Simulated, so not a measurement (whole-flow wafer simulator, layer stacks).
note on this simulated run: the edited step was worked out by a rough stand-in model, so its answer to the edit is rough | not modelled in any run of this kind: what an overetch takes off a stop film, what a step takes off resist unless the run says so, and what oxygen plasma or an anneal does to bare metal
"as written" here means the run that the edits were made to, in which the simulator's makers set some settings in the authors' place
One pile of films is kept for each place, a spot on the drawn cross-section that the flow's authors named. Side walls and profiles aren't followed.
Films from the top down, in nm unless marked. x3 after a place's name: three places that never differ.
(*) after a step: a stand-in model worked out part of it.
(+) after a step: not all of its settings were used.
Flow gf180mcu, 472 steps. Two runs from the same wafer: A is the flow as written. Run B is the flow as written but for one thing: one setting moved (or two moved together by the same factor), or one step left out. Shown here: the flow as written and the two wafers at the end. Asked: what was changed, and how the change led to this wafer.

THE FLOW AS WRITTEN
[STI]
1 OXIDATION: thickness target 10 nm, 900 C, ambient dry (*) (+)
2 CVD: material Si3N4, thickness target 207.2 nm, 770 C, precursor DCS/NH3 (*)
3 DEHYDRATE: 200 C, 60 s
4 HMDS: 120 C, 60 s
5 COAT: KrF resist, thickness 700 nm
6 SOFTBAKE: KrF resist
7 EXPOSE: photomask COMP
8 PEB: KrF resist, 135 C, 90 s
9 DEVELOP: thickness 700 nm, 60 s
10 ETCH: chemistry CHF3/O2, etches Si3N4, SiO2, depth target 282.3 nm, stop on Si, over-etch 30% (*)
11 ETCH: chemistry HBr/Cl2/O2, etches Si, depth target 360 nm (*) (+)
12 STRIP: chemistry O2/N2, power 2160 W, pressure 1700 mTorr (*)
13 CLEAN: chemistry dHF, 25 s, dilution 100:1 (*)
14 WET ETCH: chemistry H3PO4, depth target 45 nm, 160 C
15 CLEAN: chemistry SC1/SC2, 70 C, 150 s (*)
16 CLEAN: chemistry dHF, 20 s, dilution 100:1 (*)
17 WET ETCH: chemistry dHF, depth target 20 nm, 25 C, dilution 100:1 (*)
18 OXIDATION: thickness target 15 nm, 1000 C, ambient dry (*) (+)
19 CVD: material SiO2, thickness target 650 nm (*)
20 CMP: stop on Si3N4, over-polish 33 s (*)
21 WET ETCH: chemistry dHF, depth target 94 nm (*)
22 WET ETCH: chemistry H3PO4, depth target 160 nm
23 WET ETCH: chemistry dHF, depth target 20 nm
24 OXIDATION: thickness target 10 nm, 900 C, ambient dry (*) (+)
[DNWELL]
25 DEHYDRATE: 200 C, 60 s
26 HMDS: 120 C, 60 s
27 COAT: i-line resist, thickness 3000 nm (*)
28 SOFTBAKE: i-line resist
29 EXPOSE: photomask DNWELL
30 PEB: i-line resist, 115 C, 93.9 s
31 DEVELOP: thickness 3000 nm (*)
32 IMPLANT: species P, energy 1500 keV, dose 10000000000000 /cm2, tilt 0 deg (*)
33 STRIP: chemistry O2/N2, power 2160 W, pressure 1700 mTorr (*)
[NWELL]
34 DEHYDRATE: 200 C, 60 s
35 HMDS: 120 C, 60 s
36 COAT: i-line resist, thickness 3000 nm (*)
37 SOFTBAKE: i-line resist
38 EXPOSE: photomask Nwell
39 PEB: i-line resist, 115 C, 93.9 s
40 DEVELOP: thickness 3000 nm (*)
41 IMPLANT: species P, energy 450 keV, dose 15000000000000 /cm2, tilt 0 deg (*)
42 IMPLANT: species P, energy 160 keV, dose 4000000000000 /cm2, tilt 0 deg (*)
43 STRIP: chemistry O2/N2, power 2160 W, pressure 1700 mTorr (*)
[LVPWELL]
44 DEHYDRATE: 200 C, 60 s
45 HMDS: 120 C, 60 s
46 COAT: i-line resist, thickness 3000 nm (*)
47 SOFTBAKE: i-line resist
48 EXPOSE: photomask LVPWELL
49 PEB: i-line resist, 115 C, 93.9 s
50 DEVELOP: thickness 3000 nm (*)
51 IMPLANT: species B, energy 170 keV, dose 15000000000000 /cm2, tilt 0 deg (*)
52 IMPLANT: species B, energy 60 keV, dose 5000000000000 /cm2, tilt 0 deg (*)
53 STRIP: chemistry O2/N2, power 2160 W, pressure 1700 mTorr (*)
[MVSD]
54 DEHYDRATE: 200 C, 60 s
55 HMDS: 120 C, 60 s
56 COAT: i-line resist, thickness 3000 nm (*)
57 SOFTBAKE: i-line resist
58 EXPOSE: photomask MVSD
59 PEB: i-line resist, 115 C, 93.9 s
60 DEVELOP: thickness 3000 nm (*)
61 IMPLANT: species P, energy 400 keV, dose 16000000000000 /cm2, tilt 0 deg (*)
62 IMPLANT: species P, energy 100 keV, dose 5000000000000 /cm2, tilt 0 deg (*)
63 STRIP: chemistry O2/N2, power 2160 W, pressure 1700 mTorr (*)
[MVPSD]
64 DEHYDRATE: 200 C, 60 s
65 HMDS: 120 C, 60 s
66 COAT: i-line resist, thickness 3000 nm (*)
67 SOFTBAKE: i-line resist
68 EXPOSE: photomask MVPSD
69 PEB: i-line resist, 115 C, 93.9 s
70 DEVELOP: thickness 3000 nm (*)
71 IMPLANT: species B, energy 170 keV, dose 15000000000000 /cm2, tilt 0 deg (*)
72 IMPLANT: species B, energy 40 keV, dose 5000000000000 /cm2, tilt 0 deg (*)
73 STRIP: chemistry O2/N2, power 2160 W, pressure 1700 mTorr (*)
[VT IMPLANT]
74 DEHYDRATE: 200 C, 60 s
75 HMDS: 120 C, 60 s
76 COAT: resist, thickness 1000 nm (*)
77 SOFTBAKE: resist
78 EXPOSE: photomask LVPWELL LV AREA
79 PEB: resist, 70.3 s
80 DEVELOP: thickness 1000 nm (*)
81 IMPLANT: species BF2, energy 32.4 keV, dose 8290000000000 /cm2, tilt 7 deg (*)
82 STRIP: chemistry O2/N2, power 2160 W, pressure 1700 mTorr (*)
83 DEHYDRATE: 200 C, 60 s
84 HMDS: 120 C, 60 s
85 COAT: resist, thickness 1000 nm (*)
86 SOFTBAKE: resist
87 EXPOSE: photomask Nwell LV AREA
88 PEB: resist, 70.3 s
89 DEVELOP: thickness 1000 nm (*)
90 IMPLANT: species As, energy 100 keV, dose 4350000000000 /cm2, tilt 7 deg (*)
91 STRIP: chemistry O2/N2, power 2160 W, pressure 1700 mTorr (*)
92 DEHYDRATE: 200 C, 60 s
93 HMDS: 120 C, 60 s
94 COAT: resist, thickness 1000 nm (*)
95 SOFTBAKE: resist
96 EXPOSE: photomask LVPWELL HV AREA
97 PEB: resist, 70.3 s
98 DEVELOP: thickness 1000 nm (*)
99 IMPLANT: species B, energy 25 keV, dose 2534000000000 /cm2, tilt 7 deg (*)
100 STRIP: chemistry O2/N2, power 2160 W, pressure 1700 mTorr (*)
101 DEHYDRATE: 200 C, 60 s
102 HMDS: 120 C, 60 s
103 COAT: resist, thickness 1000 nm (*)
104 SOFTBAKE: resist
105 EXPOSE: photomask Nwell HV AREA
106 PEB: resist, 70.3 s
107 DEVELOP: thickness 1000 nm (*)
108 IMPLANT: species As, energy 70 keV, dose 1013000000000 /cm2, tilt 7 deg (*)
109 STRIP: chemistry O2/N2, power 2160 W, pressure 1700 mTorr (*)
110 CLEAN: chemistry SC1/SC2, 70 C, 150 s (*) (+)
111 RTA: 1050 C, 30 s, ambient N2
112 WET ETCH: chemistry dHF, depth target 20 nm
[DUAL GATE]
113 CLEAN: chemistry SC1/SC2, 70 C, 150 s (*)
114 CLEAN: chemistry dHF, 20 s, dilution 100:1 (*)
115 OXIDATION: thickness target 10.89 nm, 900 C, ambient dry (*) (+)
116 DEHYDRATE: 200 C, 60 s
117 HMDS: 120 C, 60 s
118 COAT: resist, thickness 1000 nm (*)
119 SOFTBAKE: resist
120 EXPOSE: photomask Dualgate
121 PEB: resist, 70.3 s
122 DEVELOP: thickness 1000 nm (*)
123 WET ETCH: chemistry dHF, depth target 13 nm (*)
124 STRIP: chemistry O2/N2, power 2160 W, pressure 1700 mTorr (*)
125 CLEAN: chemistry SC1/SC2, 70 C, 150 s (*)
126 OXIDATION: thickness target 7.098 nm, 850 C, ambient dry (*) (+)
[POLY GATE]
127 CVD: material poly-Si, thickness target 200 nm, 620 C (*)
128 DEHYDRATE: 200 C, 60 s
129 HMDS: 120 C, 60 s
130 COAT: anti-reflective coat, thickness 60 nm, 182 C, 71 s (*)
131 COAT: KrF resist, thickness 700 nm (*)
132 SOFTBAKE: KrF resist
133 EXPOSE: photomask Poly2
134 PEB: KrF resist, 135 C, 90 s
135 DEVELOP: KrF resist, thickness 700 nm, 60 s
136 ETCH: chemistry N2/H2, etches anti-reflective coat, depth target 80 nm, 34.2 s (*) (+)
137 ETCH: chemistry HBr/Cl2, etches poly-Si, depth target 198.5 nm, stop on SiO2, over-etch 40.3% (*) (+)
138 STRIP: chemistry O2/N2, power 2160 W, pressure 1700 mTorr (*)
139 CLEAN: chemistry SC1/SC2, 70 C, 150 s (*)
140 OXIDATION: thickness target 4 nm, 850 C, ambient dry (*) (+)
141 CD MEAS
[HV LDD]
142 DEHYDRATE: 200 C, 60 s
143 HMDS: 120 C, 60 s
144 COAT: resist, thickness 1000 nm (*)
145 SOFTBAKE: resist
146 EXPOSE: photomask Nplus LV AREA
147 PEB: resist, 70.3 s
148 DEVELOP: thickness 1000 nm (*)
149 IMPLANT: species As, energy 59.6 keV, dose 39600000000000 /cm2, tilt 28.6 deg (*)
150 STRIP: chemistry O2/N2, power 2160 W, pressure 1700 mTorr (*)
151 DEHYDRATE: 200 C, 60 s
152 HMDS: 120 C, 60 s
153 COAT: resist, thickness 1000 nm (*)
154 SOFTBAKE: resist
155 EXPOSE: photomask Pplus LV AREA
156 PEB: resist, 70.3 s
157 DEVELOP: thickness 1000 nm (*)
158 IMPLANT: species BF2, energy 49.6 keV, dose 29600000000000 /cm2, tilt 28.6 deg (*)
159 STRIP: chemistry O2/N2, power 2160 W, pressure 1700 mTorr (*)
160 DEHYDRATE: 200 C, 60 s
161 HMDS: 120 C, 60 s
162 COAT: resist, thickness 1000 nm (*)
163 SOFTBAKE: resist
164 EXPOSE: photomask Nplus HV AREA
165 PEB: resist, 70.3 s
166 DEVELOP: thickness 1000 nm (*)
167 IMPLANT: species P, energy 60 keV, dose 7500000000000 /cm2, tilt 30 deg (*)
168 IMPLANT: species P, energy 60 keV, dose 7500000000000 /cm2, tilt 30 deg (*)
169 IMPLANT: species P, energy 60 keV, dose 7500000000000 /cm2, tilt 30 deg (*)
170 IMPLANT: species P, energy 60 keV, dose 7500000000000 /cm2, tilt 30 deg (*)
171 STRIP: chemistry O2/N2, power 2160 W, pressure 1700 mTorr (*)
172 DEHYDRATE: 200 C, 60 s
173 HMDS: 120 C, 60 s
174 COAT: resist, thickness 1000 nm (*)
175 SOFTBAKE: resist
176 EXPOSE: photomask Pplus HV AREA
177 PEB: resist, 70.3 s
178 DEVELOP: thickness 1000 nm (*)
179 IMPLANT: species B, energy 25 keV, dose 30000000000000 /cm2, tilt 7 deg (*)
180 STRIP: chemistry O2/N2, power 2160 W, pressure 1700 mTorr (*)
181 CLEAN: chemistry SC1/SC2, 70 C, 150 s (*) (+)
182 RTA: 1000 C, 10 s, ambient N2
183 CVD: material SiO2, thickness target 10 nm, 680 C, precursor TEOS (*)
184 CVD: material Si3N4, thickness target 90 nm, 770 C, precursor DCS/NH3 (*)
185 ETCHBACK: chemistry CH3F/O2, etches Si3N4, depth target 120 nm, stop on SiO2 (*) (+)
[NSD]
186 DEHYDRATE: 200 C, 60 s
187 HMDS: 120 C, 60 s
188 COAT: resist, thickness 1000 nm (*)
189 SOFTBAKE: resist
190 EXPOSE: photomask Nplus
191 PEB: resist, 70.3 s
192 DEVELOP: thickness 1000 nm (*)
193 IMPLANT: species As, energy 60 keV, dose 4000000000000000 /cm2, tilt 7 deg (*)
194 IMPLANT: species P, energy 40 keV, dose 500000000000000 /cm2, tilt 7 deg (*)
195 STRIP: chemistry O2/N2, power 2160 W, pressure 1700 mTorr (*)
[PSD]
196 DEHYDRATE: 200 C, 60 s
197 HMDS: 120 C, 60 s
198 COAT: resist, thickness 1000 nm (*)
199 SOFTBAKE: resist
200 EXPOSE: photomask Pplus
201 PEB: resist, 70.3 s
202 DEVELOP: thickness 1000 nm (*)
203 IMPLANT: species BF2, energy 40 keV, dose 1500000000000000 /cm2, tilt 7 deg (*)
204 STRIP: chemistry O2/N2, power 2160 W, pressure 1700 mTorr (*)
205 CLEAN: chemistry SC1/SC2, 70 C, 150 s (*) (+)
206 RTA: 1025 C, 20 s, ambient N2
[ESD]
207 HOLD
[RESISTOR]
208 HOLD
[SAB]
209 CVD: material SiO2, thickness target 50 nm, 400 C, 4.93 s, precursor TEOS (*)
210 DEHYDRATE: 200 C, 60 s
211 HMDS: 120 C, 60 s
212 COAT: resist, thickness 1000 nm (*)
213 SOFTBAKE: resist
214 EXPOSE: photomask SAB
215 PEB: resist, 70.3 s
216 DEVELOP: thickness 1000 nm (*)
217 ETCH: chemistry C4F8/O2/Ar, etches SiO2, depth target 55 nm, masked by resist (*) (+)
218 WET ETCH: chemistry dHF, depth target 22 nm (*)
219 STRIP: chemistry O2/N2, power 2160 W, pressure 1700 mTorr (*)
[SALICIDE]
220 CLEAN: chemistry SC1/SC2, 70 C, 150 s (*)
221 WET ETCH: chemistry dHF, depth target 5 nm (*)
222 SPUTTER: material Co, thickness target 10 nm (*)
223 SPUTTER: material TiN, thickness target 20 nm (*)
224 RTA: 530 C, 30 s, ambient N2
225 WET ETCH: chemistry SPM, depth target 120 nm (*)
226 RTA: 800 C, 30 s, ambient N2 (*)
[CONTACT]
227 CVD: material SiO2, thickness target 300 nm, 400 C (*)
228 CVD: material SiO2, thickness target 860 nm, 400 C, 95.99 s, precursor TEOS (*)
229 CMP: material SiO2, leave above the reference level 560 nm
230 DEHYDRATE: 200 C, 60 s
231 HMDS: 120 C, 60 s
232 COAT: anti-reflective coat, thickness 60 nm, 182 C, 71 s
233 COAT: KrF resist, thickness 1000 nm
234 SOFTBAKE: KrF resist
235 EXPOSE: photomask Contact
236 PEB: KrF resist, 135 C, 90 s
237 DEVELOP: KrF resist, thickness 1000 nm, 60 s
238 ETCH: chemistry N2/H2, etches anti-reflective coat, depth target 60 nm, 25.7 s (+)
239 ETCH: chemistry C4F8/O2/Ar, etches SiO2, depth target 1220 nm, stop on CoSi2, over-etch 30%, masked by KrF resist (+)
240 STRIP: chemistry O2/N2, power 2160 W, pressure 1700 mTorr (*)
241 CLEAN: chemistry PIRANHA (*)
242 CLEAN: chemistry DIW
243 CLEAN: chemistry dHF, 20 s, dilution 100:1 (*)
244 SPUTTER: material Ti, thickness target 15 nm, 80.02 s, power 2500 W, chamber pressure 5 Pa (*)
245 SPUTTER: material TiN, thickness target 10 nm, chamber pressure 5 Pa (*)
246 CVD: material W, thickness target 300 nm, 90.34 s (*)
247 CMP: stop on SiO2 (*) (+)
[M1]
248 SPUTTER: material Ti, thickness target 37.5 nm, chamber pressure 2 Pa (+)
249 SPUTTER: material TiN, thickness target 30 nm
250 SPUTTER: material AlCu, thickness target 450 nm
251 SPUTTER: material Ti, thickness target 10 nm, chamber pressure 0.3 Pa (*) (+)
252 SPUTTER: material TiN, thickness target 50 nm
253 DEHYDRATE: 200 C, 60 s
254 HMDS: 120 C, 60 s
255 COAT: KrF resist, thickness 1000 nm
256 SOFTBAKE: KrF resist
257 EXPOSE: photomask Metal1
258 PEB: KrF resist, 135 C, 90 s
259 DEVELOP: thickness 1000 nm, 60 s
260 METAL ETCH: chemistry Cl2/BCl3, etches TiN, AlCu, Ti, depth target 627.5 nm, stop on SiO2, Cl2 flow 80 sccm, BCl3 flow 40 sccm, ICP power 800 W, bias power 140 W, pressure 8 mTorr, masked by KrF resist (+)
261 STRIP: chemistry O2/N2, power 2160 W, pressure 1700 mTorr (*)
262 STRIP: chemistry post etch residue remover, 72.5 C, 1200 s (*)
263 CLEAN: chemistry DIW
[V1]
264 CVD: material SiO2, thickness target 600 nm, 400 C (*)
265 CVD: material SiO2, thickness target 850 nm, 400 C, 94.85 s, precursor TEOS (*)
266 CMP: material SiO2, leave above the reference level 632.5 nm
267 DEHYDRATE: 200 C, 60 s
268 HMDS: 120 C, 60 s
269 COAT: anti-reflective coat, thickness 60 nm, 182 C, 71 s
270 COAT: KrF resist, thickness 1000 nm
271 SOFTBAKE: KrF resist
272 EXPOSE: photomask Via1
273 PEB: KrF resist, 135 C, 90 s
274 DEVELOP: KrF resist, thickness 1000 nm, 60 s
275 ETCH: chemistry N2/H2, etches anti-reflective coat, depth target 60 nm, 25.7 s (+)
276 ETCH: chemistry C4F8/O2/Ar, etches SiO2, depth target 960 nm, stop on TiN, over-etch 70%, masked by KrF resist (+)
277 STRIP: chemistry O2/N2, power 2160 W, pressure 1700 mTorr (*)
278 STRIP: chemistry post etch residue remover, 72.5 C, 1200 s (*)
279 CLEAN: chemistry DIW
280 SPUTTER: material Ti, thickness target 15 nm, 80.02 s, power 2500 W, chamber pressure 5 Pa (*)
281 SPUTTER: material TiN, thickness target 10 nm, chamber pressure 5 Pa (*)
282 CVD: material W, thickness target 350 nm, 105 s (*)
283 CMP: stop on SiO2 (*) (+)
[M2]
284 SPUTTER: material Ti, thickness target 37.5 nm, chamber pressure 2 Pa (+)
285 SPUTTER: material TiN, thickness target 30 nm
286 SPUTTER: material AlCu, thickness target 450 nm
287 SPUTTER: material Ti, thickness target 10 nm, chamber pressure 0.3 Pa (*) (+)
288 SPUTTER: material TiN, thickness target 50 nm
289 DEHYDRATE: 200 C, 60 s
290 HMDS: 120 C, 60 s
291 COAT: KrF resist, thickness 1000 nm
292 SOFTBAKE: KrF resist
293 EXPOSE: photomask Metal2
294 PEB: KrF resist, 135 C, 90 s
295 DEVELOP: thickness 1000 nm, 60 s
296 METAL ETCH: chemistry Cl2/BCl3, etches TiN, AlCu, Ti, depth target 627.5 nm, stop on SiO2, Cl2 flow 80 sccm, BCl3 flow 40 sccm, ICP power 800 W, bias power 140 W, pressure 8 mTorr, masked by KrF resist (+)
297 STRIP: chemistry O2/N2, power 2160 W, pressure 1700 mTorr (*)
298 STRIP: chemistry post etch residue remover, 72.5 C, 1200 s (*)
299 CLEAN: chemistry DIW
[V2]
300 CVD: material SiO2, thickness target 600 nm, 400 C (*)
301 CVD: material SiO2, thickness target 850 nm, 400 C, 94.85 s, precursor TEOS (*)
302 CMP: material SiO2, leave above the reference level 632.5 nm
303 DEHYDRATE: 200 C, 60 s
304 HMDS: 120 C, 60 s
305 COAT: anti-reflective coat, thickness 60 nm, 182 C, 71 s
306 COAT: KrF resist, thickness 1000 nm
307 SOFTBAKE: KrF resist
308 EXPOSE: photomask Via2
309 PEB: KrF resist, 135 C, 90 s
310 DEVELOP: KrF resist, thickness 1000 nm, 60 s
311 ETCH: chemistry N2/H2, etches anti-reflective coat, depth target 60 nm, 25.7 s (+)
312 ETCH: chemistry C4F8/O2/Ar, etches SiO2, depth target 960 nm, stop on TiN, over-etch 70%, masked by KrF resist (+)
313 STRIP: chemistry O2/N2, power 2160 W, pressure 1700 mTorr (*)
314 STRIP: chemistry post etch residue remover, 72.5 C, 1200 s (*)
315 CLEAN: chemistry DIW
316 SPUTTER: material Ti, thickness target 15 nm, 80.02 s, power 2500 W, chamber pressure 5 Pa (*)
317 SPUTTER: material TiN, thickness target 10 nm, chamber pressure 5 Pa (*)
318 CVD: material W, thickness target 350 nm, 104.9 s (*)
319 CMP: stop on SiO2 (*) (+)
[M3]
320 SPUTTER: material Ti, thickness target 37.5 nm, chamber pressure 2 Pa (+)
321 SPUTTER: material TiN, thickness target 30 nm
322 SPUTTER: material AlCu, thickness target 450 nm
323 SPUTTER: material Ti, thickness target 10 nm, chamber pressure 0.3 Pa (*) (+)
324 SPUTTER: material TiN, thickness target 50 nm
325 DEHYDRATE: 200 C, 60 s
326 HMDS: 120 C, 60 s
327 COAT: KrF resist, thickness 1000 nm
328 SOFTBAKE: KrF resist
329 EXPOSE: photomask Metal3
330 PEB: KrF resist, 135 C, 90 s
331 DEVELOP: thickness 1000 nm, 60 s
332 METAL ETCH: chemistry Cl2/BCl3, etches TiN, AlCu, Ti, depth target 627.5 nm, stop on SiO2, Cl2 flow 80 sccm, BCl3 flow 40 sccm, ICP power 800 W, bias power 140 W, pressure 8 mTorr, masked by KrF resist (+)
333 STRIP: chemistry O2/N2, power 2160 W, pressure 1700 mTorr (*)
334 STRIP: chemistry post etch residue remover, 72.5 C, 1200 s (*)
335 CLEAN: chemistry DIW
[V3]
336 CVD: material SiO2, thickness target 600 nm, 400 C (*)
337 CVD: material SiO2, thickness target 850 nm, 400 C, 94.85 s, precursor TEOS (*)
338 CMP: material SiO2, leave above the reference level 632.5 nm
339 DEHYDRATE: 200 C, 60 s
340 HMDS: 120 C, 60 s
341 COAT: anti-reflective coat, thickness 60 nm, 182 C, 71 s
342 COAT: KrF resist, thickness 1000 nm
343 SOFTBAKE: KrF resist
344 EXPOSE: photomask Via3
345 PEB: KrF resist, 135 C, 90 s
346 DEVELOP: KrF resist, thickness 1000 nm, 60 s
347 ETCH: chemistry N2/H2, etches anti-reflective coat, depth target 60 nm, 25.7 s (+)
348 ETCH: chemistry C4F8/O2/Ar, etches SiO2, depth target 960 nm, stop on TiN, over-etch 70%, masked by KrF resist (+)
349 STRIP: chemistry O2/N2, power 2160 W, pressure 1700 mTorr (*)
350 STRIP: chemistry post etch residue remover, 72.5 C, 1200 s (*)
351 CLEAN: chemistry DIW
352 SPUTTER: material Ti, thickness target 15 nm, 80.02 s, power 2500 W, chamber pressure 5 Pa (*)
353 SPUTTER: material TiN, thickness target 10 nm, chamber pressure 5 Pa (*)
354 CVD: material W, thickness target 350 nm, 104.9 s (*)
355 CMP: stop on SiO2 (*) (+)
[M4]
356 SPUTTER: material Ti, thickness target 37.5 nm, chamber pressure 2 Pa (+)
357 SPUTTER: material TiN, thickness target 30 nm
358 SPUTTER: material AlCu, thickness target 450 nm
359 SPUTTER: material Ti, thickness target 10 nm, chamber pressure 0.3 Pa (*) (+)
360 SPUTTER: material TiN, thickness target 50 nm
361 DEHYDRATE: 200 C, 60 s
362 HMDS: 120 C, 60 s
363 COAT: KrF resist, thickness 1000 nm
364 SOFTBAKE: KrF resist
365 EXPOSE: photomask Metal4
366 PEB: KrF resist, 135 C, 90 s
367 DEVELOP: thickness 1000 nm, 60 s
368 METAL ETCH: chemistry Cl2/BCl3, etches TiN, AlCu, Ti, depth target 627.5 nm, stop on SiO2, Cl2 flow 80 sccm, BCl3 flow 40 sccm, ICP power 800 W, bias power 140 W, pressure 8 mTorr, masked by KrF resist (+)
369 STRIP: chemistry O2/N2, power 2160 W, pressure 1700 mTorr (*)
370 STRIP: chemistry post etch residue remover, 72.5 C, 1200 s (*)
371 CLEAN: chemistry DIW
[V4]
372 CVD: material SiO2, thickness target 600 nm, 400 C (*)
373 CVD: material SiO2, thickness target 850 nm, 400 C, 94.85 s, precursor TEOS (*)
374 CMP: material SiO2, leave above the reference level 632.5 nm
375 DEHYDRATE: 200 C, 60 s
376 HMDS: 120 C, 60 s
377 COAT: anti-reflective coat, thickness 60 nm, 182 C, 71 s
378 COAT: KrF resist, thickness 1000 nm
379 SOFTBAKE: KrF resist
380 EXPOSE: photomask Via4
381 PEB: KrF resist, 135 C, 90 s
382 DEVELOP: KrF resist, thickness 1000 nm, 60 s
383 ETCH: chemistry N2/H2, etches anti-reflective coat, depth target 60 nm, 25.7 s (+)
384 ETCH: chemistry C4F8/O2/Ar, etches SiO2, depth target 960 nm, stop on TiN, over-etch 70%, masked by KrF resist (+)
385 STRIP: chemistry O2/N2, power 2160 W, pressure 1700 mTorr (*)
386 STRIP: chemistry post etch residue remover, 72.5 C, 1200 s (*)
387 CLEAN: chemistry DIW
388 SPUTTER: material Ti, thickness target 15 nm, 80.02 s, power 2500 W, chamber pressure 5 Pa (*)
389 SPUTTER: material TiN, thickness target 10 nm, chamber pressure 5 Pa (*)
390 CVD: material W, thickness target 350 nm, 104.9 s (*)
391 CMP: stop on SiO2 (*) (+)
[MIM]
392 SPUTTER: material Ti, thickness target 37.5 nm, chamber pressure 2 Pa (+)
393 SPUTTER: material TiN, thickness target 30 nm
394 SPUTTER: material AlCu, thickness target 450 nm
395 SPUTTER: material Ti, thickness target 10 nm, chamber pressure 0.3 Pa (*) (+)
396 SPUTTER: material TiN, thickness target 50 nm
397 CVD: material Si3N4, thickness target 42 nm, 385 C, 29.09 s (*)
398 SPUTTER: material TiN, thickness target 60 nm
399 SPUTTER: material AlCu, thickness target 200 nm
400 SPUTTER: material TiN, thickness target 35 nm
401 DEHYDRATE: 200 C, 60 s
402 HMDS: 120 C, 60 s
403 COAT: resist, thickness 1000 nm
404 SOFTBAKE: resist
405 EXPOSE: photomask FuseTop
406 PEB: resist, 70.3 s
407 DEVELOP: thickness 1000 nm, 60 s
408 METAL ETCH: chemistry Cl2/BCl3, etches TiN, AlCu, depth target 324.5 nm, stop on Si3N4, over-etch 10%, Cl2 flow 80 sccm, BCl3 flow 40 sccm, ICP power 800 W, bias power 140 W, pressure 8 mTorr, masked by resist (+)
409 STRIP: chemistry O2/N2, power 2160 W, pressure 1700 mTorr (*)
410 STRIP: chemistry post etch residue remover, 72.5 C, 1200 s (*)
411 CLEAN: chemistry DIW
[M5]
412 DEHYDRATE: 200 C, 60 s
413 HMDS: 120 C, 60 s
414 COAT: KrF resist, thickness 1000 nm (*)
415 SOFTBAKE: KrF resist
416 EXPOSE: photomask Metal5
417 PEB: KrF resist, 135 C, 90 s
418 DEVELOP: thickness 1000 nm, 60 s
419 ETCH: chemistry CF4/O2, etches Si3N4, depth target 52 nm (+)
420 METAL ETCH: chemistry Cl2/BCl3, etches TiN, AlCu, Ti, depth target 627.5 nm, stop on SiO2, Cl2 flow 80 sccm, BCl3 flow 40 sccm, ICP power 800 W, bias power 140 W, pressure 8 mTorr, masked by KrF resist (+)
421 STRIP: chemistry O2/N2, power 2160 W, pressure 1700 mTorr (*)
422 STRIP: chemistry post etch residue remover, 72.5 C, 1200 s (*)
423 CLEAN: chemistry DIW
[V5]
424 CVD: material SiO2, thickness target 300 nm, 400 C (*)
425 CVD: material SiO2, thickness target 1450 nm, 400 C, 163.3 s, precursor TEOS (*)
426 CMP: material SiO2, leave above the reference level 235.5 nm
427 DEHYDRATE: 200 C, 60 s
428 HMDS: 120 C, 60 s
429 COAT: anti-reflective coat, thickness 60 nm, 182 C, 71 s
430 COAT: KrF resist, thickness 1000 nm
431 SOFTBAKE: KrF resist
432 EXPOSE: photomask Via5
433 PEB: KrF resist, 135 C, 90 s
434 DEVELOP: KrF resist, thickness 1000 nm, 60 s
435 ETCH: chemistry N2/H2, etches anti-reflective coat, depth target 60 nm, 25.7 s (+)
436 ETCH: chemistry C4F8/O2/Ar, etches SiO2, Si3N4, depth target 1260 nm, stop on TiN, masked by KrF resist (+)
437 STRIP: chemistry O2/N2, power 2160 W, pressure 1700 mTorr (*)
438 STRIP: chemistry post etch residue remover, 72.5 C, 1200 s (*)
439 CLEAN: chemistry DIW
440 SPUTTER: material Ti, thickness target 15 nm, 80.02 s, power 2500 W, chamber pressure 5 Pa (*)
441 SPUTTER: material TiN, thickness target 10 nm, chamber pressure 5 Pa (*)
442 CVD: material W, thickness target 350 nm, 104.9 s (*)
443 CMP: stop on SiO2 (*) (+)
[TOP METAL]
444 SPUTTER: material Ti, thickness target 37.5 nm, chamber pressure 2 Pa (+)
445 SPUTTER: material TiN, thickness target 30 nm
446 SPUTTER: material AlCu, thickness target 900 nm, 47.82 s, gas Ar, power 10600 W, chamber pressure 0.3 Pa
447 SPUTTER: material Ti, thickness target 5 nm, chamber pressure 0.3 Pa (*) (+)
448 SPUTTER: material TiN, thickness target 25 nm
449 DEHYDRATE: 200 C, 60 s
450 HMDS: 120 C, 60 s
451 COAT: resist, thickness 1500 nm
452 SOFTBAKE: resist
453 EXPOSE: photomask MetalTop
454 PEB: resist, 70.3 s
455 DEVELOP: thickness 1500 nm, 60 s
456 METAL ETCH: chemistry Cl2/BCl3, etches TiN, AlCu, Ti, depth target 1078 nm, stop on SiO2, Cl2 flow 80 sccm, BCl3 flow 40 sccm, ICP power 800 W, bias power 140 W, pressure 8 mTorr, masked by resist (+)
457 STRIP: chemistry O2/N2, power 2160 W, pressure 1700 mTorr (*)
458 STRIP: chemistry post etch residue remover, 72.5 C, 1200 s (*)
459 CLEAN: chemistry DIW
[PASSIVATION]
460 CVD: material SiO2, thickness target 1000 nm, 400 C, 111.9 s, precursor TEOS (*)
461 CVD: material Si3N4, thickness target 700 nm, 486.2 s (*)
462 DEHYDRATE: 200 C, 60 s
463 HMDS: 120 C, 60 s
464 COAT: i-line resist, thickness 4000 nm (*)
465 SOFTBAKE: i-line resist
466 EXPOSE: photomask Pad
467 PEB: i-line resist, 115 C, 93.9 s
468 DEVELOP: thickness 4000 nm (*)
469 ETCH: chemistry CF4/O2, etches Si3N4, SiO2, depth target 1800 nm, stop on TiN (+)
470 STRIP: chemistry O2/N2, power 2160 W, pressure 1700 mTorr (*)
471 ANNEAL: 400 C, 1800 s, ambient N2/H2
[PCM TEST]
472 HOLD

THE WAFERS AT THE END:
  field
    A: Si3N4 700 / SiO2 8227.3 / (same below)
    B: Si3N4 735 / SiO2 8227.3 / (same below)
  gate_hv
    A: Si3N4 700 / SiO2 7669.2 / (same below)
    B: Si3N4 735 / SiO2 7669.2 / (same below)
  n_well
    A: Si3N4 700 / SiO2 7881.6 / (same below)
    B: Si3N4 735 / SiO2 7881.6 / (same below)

The cause: step 461, CVD: thickness target 735 nm was run, where the flow has thickness target 700 nm; step 461, CVD: 510.5 s was run, where the flow has 486.2 s.
It can be read off the wafer: field has Si3N4 735, and step 461 as written asks for 700 nm.

How the change led to this, step by step:
  461 CVD: material Si3N4, thickness target 700 nm, 486.2 s (*)
      field, field__w1, field__w2 and 109 more: A Si3N4 +700 (new film) | B Si3N4 +735 (new film)
  469 ETCH: chemistry CF4/O2, etches Si3N4, SiO2, depth target 1800 nm, stop on TiN (+)
      pad: A Si3N4 -700 (all of it), SiO2 -1000 (all of it) | B Si3N4 -735 (all of it), SiO2 -1000 (all of it)
